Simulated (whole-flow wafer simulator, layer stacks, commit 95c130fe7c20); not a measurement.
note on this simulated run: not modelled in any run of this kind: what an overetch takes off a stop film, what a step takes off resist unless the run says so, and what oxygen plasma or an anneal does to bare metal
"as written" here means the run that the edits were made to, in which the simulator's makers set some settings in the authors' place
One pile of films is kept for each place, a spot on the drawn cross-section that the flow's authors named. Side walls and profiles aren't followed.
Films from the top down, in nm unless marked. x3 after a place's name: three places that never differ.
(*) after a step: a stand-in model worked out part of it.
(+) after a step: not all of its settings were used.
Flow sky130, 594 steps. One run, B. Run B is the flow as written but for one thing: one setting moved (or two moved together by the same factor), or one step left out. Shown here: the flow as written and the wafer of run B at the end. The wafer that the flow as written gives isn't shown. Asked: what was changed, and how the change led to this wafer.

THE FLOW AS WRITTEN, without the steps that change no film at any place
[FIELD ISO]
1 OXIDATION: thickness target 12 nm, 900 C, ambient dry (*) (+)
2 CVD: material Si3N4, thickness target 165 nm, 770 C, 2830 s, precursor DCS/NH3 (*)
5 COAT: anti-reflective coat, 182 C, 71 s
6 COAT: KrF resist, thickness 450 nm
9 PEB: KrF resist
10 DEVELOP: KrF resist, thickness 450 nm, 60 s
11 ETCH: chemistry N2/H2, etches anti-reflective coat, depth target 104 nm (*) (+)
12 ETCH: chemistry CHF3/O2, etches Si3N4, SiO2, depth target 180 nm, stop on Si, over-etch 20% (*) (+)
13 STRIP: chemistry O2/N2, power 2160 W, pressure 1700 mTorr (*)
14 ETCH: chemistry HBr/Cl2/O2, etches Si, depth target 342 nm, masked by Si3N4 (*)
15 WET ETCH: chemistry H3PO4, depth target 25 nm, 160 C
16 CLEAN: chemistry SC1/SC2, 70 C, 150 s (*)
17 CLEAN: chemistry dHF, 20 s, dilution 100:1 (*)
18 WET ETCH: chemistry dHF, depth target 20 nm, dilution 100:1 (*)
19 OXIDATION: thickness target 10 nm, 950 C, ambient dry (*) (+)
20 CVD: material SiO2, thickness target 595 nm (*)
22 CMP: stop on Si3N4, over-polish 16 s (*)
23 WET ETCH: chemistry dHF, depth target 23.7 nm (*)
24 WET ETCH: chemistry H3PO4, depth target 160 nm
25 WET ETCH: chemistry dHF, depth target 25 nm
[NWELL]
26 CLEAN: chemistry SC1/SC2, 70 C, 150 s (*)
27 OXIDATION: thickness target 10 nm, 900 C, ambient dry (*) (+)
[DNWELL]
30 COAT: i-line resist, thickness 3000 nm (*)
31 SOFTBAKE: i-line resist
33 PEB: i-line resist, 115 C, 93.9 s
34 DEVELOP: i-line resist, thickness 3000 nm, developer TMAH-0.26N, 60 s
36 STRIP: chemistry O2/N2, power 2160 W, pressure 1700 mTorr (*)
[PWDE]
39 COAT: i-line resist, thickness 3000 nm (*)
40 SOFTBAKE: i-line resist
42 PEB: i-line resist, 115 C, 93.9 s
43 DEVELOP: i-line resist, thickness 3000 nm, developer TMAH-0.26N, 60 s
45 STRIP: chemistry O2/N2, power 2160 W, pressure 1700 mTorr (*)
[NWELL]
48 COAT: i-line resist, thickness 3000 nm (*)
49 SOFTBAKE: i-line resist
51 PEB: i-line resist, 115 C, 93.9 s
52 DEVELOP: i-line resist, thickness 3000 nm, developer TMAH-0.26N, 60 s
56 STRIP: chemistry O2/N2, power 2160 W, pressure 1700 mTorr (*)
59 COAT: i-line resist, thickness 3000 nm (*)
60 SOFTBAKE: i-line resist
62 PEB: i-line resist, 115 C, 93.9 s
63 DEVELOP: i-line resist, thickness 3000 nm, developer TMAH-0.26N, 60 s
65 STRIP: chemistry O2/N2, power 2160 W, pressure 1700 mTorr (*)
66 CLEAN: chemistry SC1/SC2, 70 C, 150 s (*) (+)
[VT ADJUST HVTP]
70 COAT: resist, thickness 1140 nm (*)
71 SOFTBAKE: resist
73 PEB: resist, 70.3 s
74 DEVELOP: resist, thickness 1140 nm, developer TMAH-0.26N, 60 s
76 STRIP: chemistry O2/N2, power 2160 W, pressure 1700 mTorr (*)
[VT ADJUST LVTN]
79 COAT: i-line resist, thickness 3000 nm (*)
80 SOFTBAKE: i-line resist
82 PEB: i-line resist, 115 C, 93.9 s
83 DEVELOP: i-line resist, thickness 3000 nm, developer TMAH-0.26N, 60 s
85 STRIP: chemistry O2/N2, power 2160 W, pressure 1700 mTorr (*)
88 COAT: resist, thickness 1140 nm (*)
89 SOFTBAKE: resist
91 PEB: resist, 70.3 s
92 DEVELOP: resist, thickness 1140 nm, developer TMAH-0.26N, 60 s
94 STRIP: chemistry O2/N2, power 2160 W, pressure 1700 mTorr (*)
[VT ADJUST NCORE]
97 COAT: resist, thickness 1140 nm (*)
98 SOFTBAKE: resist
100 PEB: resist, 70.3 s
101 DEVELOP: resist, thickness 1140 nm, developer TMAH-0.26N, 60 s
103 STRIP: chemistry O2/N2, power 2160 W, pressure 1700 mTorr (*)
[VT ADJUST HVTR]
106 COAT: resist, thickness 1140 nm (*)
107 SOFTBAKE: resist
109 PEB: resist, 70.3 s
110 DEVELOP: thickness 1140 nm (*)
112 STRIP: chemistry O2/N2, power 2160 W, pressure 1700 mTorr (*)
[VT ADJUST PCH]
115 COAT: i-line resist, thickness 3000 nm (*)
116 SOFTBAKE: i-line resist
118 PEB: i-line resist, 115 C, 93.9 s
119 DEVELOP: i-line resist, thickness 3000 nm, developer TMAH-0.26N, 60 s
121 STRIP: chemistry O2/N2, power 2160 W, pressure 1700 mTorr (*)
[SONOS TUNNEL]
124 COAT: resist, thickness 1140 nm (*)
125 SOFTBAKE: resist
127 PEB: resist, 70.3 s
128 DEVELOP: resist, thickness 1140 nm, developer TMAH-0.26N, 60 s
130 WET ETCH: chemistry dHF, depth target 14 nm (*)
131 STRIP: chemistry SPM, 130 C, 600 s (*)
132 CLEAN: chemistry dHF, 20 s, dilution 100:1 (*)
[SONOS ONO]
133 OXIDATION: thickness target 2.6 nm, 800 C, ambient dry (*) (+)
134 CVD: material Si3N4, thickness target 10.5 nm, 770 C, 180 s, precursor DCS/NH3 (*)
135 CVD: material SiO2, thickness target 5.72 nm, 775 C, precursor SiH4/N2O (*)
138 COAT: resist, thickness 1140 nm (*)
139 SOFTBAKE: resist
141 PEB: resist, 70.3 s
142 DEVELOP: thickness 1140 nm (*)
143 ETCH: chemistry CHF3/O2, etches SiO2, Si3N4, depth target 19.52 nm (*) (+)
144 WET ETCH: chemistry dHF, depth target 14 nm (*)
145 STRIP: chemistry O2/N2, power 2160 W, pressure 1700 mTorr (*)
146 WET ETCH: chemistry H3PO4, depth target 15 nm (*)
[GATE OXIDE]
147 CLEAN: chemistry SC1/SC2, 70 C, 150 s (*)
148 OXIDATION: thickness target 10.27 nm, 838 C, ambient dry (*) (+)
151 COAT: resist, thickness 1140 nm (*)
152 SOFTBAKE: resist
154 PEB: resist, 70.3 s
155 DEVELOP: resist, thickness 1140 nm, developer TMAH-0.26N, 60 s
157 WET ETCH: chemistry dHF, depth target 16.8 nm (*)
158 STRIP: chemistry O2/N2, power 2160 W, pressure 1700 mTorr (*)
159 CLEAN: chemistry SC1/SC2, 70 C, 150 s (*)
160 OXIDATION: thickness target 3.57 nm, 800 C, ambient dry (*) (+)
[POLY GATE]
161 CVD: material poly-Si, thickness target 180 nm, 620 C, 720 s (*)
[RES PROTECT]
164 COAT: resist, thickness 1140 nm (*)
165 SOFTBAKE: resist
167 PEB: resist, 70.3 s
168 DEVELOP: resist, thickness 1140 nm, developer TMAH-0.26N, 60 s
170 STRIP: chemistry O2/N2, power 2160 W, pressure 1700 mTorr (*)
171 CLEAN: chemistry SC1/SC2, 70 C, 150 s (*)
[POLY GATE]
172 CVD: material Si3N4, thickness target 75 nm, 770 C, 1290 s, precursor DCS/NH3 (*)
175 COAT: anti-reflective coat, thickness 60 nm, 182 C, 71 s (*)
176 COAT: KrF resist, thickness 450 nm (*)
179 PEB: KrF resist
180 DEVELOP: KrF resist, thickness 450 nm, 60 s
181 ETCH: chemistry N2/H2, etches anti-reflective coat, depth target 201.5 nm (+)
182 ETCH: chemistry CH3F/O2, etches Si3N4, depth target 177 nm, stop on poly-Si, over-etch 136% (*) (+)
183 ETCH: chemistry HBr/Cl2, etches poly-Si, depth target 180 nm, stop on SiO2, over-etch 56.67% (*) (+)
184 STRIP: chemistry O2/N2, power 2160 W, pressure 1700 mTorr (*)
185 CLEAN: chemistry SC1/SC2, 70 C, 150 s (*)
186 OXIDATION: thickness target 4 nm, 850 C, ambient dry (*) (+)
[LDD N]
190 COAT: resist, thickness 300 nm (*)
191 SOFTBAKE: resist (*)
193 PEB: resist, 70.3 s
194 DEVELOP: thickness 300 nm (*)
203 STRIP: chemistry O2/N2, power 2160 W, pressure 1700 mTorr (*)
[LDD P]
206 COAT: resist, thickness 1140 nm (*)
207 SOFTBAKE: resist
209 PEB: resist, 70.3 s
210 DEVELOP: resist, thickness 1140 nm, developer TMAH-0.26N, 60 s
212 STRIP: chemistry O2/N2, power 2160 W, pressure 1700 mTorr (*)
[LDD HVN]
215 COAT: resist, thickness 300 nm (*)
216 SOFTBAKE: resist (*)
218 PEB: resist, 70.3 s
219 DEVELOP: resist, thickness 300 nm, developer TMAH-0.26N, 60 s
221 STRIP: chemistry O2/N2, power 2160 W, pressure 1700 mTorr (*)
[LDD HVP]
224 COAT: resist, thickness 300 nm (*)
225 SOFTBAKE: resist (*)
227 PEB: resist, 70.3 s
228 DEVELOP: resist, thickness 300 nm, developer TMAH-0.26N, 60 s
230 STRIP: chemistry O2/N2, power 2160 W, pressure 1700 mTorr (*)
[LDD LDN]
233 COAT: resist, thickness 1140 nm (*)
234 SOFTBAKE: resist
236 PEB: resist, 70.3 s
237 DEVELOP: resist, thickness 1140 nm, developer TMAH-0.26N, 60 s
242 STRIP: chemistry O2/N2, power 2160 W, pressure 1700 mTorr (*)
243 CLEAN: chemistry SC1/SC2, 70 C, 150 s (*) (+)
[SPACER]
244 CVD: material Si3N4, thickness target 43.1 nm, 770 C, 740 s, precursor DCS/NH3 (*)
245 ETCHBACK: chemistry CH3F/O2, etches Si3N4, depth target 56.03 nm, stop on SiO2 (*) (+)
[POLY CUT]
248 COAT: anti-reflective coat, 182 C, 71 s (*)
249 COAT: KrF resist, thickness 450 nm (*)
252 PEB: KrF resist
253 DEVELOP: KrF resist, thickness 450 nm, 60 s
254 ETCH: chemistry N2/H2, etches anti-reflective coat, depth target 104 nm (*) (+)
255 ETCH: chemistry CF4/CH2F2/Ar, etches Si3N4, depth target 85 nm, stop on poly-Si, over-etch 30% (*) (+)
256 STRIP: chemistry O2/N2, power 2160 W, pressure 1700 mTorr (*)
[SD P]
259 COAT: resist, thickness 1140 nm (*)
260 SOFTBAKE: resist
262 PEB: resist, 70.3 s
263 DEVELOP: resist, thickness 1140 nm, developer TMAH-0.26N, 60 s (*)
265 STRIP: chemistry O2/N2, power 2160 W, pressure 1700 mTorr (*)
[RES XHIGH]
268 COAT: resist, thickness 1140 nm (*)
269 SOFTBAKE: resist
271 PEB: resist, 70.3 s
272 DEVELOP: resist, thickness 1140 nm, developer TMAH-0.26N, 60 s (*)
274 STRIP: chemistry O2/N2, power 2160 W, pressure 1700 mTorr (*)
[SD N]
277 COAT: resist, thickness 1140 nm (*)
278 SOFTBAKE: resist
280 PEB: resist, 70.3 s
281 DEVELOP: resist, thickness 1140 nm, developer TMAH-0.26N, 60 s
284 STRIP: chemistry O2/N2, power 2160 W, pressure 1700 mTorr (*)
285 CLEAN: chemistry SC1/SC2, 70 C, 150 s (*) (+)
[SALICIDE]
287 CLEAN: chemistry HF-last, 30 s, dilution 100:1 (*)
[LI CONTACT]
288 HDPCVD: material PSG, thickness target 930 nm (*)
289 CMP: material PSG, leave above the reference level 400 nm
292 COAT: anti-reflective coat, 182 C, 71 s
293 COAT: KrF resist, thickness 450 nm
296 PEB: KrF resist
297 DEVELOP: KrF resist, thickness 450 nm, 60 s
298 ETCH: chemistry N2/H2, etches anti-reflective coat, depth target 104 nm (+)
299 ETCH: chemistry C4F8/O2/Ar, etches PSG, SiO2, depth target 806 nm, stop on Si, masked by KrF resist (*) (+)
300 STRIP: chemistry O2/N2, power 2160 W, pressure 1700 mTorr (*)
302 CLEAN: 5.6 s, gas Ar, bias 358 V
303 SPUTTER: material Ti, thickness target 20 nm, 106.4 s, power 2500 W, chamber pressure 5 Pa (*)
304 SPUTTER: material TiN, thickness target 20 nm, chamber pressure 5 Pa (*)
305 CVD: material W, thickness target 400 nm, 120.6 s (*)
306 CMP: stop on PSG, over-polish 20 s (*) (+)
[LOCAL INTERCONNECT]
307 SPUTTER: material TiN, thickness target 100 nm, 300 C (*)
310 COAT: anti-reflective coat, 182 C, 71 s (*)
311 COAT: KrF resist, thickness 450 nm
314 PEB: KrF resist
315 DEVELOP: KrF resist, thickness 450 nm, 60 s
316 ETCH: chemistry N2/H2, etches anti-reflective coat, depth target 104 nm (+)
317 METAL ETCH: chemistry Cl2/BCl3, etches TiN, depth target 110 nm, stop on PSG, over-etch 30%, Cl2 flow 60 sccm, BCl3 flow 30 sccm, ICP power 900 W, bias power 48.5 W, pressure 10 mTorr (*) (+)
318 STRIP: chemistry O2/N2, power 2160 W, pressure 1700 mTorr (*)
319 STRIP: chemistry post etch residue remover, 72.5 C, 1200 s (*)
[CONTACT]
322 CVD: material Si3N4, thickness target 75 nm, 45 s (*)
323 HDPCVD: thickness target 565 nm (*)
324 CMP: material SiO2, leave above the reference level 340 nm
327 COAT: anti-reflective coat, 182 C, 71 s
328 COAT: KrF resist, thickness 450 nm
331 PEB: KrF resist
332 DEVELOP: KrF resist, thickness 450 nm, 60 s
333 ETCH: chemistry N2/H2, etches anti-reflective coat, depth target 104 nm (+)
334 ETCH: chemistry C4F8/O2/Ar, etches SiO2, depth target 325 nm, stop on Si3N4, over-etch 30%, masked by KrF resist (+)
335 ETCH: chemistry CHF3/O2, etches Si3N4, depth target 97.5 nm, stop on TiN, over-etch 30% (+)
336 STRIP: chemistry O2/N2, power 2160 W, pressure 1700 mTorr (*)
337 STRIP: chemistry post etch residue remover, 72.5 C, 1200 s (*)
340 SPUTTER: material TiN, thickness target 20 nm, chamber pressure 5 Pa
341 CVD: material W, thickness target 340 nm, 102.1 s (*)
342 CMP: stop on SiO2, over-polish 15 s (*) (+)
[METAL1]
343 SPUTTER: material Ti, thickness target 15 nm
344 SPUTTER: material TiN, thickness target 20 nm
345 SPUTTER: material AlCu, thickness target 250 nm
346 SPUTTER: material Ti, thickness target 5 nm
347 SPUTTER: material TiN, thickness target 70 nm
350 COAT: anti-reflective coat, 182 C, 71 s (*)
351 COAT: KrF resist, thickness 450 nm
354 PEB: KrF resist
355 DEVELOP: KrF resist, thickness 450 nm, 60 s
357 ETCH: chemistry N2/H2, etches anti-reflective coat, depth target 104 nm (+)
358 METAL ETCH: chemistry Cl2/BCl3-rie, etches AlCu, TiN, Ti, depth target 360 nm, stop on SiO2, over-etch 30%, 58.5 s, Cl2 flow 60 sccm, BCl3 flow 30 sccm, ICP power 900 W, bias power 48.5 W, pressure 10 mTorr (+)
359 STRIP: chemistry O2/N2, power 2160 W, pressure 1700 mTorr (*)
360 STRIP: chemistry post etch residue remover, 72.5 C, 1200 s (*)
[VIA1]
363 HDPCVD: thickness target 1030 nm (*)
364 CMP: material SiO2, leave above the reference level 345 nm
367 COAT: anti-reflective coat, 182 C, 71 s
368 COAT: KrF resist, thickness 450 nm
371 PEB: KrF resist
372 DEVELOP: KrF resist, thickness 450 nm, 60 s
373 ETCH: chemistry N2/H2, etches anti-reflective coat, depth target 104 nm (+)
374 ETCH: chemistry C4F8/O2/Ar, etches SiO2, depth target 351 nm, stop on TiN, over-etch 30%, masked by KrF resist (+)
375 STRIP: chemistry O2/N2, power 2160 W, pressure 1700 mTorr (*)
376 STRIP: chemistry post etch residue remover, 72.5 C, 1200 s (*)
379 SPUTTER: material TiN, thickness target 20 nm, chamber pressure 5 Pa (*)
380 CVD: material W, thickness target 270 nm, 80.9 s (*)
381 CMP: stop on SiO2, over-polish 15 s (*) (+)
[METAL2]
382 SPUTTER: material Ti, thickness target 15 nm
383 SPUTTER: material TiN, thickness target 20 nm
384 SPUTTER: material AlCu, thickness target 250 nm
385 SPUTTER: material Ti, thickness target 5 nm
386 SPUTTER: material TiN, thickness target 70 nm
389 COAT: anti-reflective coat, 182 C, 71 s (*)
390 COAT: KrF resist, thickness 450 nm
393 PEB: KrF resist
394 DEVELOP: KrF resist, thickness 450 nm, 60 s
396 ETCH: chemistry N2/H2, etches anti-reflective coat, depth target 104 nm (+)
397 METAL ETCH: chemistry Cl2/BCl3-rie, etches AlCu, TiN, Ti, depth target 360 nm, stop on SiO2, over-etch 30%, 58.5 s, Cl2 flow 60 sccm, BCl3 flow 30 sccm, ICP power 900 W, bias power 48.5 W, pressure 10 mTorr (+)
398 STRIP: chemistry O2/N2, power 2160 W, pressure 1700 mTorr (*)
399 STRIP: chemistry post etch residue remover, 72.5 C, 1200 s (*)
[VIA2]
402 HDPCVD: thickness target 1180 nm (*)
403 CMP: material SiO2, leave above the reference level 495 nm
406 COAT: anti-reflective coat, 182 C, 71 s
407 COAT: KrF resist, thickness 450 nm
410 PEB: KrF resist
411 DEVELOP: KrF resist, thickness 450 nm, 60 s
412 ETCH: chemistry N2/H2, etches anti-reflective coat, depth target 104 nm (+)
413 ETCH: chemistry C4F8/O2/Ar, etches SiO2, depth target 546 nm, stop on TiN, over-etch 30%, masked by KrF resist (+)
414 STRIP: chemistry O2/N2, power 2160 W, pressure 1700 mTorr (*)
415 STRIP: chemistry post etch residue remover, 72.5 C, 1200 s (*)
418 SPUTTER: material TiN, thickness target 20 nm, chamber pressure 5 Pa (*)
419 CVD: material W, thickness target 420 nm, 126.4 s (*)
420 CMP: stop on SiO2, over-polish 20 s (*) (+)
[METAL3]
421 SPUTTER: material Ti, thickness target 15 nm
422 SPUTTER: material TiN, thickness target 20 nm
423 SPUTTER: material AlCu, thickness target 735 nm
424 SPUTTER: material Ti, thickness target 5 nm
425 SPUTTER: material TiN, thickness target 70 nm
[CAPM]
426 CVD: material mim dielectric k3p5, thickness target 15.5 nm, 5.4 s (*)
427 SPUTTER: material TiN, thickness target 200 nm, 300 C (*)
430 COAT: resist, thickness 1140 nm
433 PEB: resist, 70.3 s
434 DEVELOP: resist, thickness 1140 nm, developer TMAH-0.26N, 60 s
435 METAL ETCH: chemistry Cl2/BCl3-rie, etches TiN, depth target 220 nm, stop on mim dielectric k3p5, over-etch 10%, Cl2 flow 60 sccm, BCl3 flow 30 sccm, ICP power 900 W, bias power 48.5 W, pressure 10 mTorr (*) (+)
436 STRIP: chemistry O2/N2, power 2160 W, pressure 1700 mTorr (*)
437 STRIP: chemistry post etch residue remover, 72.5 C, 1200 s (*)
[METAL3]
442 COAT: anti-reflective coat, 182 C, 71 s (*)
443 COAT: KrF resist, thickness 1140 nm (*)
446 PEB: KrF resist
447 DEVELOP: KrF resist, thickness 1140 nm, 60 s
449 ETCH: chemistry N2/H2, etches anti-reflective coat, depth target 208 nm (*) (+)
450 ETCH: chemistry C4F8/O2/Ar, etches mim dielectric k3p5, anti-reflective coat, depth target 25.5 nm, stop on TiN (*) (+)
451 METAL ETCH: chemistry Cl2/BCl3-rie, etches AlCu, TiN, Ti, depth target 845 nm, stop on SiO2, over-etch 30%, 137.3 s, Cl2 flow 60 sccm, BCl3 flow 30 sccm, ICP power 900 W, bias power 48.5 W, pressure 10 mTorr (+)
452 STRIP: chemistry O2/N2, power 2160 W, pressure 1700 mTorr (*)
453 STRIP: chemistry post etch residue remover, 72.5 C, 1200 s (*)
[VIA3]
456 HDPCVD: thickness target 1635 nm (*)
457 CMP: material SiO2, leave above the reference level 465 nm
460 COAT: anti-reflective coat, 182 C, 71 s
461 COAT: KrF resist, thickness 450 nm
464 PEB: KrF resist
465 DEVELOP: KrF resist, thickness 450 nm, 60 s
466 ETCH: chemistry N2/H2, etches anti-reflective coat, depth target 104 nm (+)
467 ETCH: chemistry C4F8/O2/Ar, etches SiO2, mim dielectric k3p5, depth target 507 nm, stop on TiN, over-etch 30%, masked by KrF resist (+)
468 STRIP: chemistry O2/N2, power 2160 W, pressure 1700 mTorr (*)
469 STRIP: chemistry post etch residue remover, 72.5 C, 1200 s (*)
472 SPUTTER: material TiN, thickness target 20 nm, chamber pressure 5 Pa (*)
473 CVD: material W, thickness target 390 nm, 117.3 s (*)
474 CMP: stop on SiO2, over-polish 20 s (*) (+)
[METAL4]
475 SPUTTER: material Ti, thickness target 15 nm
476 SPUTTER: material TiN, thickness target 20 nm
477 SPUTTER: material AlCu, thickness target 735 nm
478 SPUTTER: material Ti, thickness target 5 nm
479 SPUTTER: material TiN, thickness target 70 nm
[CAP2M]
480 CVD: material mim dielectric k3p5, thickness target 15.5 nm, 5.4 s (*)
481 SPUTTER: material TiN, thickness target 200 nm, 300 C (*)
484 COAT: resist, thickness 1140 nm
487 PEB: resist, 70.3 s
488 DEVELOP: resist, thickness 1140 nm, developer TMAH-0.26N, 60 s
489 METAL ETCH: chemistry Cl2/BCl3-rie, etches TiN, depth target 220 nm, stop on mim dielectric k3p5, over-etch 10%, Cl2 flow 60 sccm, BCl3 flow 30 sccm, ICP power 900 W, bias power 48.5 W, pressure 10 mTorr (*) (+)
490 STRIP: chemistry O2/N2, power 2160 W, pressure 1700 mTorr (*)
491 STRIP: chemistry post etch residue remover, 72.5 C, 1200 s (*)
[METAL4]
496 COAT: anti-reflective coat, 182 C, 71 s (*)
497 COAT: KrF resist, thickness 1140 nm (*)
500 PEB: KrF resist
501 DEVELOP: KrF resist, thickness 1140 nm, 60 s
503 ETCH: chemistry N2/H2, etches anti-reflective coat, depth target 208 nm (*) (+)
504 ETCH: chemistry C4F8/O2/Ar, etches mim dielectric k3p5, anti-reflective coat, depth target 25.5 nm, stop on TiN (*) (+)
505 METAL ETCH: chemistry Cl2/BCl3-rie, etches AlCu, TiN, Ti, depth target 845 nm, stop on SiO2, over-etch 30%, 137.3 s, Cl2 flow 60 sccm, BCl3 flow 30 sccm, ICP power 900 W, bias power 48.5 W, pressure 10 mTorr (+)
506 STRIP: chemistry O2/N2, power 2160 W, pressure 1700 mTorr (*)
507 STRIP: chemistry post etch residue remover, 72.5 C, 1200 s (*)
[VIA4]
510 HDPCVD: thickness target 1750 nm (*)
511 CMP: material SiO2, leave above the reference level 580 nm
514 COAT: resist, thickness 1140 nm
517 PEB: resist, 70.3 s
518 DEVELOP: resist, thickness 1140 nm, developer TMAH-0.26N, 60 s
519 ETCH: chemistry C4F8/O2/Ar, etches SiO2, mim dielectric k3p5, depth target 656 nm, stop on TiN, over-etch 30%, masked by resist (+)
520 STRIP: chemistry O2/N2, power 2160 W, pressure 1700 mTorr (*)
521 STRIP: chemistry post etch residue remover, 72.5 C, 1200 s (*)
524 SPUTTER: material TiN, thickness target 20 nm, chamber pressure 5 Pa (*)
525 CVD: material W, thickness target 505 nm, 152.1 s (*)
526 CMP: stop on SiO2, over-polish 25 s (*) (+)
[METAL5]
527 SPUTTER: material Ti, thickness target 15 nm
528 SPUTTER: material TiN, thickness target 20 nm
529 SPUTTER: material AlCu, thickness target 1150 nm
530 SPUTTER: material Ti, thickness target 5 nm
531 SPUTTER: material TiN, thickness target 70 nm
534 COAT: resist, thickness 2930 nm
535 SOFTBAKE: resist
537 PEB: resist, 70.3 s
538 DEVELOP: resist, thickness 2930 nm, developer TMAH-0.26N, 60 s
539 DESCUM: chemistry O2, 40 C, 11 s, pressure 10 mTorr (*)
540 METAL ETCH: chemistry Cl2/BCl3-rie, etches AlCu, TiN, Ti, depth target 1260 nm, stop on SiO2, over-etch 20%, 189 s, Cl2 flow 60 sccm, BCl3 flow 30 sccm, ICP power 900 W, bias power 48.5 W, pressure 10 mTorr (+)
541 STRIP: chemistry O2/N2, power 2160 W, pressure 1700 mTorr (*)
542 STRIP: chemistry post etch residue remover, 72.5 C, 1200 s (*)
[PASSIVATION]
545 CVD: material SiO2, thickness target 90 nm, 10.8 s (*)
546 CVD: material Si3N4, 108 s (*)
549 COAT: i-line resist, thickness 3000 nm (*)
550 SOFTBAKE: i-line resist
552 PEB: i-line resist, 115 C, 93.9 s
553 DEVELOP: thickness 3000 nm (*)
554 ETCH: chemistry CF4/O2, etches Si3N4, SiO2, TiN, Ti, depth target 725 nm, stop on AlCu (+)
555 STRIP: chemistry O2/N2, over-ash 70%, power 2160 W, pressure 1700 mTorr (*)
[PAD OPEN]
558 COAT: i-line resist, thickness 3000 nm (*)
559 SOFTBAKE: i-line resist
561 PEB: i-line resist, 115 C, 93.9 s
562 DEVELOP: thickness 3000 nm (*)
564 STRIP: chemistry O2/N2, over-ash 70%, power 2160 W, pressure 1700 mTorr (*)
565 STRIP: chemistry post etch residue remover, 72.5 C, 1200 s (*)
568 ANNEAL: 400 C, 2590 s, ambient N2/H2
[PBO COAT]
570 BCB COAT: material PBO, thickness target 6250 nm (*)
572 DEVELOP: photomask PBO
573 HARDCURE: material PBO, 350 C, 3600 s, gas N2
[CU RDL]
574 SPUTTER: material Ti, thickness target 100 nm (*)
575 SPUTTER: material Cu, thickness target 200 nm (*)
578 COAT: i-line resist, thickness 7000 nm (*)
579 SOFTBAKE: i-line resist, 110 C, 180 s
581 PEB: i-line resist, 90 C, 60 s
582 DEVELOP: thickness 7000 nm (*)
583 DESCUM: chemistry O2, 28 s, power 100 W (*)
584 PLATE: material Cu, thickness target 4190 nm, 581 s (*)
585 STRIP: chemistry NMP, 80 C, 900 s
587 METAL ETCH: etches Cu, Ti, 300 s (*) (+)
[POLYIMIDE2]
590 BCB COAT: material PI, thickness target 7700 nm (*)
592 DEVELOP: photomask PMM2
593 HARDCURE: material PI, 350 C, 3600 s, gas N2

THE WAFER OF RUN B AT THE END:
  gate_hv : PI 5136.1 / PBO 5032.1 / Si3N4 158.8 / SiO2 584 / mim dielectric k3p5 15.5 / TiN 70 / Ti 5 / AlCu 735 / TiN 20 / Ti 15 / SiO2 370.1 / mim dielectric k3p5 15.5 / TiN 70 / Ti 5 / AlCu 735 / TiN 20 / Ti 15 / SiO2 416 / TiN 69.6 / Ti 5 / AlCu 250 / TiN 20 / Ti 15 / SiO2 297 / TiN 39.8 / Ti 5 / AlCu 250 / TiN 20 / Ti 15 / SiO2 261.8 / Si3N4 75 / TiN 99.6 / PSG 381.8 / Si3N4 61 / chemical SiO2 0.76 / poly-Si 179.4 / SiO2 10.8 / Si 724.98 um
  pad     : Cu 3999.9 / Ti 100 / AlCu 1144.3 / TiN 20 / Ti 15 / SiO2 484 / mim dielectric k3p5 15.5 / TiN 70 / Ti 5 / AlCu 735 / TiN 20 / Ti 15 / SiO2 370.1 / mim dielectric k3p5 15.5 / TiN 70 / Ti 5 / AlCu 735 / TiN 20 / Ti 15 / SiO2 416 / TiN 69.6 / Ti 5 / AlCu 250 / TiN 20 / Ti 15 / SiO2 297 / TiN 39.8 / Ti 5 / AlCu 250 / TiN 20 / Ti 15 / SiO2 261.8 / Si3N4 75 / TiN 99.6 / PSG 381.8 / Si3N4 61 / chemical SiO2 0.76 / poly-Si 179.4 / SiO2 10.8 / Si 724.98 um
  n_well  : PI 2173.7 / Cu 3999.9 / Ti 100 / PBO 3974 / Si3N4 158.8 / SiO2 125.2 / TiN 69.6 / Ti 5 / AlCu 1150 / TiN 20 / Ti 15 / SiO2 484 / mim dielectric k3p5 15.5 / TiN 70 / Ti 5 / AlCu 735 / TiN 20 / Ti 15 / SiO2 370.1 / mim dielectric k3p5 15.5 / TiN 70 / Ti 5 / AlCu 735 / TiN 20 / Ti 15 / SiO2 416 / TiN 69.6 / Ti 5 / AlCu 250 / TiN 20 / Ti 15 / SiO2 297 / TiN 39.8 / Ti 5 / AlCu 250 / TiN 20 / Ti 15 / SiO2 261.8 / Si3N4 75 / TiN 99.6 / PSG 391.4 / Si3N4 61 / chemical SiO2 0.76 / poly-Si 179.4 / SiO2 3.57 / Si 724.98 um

The cause: step 347, SPUTTER: thickness target 40.2 nm was run, where the flow has thickness target 70 nm.

How the change led to this, step by step:
  347 SPUTTER: material TiN, thickness target 70 nm
      field, active, n_well and 188 more: TiN +40.2 (new film) (as written it would be: TiN +70 (new film))
  358 METAL ETCH: chemistry Cl2/BCl3-rie, etches AlCu, TiN, Ti, depth target 360 nm, stop on SiO2, over-etch 30%, 58.5 s, Cl2 flow 60 sccm, BCl3 flow 30 sccm, ICP power 900 W, bias power 48.5 W, pressure 10 mTorr (+)
      field, active, gate and 81 more: TiN -38.9 (all of it), Ti -5 (all of it), AlCu -250 (all of it), TiN -20 (all of it), Ti -15 (all of it), SiO2 -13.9 (as written it would be: TiN -68.7 (all of it), Ti -5 (all of it), AlCu -250 (all of it), TiN -20 (all of it), Ti -15 (all of it), SiO2 -10.9)
  364 CMP: material SiO2, leave above the reference level 345 nm
      n_well, p_well, gate_hv and 100 more: SiO2 -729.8 (as written it would be: SiO2 -759.6)
      poly_licon, ndiff_licon, ndiff_licon_cpp, rpo_hd_licon: SiO2 -729.2 (as written it would be: SiO2 -759)
  374 ETCH: chemistry C4F8/O2/Ar, etches SiO2, depth target 351 nm, stop on TiN, over-etch 30%, masked by KrF resist (+)
      m1, via1_hole: SiO2 -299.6 (all of it) (as written it would be: SiO2 -269.8 (all of it))
  379 SPUTTER: material TiN, thickness target 20 nm, chamber pressure 5 Pa (*)
      m1: TiN +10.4 (as written it would be: TiN +11)
  380 CVD: material W, thickness target 270 nm, 80.9 s (*)
      m1, via1_hole: W +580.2 (new film) (as written it would be: W +549.9 (new film))
